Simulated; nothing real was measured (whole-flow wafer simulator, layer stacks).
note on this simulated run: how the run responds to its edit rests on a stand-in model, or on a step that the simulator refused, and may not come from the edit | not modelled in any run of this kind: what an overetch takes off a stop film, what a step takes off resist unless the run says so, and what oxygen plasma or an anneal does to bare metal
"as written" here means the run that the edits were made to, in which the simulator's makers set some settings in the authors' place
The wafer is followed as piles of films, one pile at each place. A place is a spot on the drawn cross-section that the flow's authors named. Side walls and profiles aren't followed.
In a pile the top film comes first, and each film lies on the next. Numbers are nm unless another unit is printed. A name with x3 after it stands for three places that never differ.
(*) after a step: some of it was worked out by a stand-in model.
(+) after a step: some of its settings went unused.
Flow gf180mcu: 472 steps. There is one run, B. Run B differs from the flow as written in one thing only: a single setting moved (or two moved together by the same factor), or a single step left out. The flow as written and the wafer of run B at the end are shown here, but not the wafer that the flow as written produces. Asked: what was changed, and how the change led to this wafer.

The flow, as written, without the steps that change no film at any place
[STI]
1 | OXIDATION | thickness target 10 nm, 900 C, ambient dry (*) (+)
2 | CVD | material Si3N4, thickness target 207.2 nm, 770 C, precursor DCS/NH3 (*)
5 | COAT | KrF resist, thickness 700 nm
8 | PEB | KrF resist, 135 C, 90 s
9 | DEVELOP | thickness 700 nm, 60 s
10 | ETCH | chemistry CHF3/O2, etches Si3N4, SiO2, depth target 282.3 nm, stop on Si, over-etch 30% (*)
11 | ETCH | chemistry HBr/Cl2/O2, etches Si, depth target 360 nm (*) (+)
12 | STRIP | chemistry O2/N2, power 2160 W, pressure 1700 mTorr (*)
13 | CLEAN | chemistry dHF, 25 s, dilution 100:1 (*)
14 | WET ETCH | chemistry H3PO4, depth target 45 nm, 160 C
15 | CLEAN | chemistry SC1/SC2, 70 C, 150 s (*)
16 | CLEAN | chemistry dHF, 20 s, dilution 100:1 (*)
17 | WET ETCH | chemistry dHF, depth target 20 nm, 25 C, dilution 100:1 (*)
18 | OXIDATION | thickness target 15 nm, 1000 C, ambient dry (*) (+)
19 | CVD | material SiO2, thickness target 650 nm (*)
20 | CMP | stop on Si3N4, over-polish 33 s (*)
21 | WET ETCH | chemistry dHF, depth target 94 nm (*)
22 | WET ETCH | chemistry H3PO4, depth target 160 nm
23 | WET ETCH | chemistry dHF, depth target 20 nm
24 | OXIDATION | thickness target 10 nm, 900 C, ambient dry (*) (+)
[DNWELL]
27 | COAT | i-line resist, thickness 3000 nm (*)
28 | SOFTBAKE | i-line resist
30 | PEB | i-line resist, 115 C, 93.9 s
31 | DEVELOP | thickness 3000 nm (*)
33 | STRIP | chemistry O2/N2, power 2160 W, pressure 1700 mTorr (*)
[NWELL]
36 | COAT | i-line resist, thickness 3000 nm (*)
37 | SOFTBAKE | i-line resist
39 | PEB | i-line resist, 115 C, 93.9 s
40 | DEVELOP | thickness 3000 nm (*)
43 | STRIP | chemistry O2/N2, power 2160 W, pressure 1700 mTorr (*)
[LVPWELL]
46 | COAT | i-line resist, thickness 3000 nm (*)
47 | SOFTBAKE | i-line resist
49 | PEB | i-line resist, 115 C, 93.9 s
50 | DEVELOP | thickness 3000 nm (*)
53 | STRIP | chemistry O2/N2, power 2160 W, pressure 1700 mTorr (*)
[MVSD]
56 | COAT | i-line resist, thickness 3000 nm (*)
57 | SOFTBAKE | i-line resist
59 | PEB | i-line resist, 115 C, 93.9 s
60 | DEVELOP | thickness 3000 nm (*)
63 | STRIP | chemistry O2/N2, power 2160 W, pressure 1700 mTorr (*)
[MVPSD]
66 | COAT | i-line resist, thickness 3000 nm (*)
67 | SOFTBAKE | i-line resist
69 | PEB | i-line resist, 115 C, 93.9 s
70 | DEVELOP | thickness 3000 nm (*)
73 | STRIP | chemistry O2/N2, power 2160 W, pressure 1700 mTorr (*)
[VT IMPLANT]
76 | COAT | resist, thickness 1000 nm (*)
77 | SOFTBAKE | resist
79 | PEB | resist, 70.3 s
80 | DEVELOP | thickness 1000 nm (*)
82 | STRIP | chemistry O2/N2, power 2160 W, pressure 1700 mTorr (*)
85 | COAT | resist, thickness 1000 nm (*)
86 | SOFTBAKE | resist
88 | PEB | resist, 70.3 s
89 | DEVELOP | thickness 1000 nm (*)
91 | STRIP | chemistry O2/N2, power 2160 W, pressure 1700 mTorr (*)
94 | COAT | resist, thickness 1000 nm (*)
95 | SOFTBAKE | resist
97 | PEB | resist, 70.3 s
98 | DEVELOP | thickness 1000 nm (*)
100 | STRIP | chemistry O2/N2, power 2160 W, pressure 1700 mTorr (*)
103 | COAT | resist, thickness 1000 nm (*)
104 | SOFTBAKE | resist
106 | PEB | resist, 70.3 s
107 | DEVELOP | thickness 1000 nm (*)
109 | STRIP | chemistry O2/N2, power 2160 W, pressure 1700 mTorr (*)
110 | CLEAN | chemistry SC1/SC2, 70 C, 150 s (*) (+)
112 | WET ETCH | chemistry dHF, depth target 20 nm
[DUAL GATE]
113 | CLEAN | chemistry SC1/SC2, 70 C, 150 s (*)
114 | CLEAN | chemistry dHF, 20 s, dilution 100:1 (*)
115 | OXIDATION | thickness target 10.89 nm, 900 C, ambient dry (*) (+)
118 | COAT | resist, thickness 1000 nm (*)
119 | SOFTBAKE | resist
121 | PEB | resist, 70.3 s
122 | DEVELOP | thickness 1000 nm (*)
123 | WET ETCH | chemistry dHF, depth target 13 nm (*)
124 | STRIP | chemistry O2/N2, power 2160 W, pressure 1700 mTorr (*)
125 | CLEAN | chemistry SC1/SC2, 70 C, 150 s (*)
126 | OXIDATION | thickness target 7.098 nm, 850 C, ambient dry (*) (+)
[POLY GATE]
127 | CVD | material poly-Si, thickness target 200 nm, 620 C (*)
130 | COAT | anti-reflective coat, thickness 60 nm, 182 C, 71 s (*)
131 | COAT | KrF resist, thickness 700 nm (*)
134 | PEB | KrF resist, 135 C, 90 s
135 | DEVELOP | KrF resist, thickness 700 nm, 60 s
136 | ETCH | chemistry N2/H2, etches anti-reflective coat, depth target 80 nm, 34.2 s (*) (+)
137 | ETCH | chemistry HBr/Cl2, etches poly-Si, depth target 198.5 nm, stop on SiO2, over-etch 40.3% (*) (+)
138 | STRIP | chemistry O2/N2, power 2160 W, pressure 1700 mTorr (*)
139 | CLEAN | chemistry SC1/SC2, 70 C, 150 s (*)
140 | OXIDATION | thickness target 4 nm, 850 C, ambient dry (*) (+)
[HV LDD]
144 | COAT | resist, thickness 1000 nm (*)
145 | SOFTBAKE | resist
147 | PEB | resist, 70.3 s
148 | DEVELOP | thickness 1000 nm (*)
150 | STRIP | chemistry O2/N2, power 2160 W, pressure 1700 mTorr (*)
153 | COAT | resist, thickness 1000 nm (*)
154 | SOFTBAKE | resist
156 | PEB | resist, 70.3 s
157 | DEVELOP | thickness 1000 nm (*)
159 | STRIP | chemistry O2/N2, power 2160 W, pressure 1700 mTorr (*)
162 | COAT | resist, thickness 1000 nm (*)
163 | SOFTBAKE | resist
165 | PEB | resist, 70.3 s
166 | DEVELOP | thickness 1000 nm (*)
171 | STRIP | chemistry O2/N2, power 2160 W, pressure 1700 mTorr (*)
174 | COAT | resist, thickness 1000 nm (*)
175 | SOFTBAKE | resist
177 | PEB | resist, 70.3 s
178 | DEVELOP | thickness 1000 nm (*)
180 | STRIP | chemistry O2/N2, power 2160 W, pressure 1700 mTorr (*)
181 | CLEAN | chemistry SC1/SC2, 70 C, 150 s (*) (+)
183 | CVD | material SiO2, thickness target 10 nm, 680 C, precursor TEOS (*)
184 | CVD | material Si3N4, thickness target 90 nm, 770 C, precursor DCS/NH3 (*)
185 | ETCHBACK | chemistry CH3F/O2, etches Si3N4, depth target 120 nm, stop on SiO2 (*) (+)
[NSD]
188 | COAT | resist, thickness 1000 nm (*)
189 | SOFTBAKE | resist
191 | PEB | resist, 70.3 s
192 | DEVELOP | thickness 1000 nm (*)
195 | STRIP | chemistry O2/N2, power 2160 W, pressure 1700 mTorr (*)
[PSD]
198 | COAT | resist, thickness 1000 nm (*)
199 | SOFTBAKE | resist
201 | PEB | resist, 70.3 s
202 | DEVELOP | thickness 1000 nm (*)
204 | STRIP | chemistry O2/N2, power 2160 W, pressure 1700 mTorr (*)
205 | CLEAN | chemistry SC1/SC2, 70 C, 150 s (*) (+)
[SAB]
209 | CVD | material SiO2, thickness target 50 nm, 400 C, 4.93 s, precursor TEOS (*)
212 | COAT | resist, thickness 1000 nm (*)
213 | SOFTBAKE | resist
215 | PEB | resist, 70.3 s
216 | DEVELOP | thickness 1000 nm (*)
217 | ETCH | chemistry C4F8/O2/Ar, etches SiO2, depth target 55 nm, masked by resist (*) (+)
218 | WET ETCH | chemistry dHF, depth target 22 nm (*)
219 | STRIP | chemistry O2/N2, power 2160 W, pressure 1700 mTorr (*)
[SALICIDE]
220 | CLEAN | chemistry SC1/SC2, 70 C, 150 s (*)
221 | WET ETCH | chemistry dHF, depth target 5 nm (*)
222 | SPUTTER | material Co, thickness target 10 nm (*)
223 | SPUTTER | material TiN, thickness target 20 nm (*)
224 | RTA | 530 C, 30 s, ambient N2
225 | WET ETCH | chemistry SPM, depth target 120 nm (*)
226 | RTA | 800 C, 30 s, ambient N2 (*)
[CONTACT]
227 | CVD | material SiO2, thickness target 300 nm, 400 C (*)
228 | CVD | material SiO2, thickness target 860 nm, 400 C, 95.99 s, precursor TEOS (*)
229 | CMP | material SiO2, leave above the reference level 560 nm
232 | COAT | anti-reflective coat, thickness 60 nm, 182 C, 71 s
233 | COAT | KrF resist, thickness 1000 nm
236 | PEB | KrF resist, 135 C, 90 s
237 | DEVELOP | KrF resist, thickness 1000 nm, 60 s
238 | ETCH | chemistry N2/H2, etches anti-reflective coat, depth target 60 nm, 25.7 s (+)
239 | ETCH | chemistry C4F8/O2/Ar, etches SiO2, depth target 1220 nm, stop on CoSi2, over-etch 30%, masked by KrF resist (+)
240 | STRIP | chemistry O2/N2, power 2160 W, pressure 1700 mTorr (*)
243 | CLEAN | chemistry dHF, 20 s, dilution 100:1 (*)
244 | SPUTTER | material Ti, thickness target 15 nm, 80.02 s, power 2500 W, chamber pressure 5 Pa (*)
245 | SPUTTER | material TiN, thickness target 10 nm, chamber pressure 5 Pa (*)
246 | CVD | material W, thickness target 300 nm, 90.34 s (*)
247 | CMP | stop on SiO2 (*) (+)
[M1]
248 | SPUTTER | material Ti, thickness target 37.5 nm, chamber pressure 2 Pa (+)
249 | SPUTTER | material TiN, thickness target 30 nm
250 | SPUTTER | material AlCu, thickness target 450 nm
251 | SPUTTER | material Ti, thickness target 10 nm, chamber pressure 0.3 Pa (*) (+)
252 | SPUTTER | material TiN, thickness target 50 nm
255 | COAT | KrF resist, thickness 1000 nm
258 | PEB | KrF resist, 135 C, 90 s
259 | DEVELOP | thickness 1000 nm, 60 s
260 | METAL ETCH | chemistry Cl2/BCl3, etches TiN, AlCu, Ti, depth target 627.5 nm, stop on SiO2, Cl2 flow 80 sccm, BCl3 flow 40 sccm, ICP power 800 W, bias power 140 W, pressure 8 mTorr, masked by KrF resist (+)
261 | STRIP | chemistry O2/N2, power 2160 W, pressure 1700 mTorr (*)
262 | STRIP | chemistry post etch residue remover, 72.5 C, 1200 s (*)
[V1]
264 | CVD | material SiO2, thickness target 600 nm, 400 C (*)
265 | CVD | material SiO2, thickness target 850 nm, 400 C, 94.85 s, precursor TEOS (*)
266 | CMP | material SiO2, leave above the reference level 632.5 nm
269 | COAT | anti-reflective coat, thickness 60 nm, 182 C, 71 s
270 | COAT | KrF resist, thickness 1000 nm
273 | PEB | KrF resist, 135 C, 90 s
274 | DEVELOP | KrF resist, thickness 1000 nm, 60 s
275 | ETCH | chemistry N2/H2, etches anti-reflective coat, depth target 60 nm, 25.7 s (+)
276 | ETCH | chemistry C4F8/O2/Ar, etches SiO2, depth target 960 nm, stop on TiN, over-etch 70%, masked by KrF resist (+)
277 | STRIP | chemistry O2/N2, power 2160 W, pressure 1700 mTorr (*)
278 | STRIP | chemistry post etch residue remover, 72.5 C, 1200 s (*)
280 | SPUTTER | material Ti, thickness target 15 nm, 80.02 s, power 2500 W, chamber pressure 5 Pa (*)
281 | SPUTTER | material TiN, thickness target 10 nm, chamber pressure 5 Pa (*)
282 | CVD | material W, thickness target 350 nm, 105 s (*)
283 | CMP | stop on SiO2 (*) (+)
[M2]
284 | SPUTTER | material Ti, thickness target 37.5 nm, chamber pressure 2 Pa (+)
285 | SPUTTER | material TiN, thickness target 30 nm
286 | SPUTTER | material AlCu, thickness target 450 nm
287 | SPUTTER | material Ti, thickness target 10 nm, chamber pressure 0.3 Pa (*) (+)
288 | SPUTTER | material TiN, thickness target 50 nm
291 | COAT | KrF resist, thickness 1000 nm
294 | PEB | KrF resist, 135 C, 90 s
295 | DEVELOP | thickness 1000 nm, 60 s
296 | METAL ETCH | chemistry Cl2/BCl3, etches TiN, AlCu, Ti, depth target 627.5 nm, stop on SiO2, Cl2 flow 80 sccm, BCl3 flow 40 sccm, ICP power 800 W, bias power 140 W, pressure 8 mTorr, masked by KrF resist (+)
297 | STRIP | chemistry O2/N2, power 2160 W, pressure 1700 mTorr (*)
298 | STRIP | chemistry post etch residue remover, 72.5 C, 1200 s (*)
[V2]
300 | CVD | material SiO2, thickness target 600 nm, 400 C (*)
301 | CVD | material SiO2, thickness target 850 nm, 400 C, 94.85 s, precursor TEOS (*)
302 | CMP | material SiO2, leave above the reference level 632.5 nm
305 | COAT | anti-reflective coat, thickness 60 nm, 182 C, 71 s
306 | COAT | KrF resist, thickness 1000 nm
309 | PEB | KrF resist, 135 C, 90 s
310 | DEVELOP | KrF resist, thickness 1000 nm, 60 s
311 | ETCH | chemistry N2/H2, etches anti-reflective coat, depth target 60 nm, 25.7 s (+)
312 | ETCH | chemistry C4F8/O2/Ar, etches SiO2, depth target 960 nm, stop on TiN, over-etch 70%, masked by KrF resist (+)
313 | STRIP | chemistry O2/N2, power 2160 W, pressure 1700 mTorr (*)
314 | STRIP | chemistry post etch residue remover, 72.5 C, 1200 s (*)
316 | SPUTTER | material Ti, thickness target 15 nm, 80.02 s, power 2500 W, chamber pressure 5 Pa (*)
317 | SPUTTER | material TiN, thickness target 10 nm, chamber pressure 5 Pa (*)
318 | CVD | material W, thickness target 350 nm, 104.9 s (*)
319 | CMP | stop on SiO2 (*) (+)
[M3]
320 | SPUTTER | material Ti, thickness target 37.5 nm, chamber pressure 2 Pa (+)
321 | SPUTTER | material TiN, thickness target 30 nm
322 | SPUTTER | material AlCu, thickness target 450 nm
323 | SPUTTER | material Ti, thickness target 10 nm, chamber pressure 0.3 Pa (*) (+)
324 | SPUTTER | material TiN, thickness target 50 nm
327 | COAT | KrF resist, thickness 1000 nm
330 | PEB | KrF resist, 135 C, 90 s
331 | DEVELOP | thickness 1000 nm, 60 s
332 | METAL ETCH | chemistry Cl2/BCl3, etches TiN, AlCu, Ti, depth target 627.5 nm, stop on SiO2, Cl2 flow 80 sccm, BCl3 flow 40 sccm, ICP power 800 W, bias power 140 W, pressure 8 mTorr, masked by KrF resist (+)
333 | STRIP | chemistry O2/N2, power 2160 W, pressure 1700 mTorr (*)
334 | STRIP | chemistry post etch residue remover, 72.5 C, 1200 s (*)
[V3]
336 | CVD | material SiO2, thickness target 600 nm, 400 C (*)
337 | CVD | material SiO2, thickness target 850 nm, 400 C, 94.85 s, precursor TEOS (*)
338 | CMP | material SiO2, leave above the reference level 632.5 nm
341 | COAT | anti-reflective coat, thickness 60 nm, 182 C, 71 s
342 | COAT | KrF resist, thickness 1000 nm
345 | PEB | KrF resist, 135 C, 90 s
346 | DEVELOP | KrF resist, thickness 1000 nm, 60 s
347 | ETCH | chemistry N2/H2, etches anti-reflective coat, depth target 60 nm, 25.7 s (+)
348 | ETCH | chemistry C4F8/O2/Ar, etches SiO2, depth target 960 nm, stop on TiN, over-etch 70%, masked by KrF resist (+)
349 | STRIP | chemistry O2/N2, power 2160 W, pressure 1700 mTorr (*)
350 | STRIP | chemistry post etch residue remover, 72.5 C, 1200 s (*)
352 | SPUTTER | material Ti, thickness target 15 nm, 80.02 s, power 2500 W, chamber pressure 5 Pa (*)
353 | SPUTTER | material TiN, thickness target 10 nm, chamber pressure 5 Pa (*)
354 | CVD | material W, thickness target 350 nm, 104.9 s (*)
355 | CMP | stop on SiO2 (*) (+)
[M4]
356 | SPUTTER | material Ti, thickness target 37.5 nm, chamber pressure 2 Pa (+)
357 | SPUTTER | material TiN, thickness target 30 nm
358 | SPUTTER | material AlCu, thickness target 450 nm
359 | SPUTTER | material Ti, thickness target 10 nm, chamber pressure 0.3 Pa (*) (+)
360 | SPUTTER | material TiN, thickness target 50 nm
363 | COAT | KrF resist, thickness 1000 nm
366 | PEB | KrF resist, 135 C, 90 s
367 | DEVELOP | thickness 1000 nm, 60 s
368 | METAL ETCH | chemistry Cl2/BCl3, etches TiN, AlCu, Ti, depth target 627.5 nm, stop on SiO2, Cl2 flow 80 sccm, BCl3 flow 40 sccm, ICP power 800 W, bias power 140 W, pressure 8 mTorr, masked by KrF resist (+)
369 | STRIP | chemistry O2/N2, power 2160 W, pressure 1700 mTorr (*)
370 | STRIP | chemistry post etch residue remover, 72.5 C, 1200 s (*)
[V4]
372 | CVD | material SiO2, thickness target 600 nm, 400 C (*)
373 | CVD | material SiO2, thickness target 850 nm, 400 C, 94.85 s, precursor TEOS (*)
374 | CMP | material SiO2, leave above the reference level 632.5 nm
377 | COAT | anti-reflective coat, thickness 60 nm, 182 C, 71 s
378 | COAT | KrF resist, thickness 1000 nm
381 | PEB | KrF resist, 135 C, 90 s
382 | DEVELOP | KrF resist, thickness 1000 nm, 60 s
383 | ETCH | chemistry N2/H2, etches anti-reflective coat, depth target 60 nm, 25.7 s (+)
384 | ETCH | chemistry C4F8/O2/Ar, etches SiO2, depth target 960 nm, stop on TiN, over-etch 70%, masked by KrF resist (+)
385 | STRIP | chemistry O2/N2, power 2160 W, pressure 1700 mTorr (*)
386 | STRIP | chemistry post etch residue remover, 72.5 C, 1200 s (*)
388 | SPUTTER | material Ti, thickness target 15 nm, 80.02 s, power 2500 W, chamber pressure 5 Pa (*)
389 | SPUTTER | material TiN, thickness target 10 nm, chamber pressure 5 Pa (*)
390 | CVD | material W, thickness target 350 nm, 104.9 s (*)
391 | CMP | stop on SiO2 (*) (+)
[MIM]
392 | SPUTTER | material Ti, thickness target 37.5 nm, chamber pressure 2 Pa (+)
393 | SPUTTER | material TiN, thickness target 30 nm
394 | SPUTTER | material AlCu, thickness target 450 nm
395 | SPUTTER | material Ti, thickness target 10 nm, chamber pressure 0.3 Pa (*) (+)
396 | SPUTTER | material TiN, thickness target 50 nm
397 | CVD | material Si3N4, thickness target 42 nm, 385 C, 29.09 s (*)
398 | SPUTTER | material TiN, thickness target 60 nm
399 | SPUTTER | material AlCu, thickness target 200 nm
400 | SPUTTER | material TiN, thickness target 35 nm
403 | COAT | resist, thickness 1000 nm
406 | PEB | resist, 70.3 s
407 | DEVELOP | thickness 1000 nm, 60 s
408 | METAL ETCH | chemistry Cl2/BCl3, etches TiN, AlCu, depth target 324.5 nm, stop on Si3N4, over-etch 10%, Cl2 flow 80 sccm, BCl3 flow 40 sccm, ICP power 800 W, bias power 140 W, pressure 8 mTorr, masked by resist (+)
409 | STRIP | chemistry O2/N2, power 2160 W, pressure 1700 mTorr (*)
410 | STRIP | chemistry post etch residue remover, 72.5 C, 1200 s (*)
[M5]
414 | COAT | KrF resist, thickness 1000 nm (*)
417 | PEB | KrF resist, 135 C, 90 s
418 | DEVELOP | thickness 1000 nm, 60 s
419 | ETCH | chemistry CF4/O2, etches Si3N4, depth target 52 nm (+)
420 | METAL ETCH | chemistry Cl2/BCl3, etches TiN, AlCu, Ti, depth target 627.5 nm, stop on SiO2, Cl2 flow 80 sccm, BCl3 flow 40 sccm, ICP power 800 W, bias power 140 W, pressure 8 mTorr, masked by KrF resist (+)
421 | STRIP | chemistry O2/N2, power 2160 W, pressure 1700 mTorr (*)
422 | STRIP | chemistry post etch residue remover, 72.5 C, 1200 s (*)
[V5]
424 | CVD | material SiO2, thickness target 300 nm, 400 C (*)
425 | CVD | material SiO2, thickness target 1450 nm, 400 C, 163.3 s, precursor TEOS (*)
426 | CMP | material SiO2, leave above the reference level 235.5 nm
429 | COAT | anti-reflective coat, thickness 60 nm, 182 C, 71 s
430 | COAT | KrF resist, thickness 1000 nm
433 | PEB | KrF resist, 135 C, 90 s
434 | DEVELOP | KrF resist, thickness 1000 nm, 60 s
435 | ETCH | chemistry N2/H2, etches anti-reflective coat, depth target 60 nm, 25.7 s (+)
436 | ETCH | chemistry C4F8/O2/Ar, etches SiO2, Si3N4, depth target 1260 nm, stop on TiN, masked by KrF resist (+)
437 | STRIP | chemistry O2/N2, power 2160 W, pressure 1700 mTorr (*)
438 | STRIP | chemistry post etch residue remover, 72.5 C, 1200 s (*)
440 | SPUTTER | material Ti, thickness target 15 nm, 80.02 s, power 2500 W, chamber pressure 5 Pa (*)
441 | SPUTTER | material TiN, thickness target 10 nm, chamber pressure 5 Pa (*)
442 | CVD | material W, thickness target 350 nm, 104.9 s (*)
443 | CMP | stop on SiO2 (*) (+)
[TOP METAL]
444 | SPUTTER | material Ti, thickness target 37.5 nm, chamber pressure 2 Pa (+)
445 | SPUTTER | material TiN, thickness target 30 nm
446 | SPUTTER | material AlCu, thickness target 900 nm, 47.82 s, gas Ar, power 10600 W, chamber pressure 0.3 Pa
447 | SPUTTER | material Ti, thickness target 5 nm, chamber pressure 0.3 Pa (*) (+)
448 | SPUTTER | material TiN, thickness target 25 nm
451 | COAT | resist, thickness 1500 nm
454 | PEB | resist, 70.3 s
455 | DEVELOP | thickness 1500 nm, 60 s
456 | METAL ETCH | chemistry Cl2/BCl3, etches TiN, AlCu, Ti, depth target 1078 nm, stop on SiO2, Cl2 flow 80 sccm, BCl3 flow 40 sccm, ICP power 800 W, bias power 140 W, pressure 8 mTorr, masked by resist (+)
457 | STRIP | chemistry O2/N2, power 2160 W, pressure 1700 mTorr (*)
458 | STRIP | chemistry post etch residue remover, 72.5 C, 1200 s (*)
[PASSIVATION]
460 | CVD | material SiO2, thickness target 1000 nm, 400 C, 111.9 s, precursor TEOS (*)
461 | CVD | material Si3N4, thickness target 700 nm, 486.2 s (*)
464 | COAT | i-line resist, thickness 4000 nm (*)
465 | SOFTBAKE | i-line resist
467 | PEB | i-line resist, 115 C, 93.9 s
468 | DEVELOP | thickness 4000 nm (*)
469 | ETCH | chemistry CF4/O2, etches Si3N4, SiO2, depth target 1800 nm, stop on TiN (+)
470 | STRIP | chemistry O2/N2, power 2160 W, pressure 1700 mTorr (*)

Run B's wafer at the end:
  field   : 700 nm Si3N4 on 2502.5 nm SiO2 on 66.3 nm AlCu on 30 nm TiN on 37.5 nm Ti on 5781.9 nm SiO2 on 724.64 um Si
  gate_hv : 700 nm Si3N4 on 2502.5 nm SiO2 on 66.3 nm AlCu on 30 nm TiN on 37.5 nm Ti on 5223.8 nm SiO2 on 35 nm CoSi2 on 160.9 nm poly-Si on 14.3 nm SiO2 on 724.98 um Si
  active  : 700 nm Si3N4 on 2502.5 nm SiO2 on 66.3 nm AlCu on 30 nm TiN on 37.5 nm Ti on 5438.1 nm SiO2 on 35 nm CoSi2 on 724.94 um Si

Cause: step 394, SPUTTER: thickness target 641 nm was run, though the flow has thickness target 450 nm.

The path from the change to this, step by step:
  394 | SPUTTER | material AlCu, thickness target 450 nm
      field, field__w1, field__w2 and 108 more: +641 AlCu (new film) (it would be, as written: +450 AlCu (new film))
  420 | METAL ETCH | chemistry Cl2/BCl3, etches TiN, AlCu, Ti, depth target 627.5 nm, stop on SiO2, Cl2 flow 80 sccm, BCl3 flow 40 sccm, ICP power 800 W, bias power 140 W, pressure 8 mTorr, masked by KrF resist (+)
      field, field__w1, field__w2 and 101 more: -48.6 TiN (all of it), -10 Ti (all of it), -568.9 AlCu (it would be, as written: -48.6 TiN (all of it), -10 Ti (all of it), -450 AlCu (all of it), -30 TiN (all of it), -37.5 Ti (all of it))
  422 | STRIP | chemistry post etch residue remover, 72.5 C, 1200 s (*)
      field, field__w1, field__w2 and 101 more: -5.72 AlCu (it would be, as written: nothing)
  424 | CVD | material SiO2, thickness target 300 nm, 400 C (*)
      field, field__w1, field__w2 and 101 more: +300 SiO2 (new film) (it would be, as written: +300 SiO2)
  426 | CMP | material SiO2, leave above the reference level 235.5 nm
      field, field__w1, field__w5 and 92 more: -243.7 SiO2 (it would be, as written: -300.8 SiO2)
      field__w2, field__w3, field__w12 and 6 more: -212.9 SiO2 (it would be, as written: -272.7 SiO2)
If metal films that touch count as one body, field has 1 body; the flow as written gives 0 bodies.
If metal films that touch count as one body, gate_hv has 2 bodies (between them, from the top down: SiO2 5223.8); the flow as written gives 1 body.
If metal films that touch count as one body, active has 2 bodies (between them, from the top down: SiO2 5438.1); the flow as written gives 1 body.
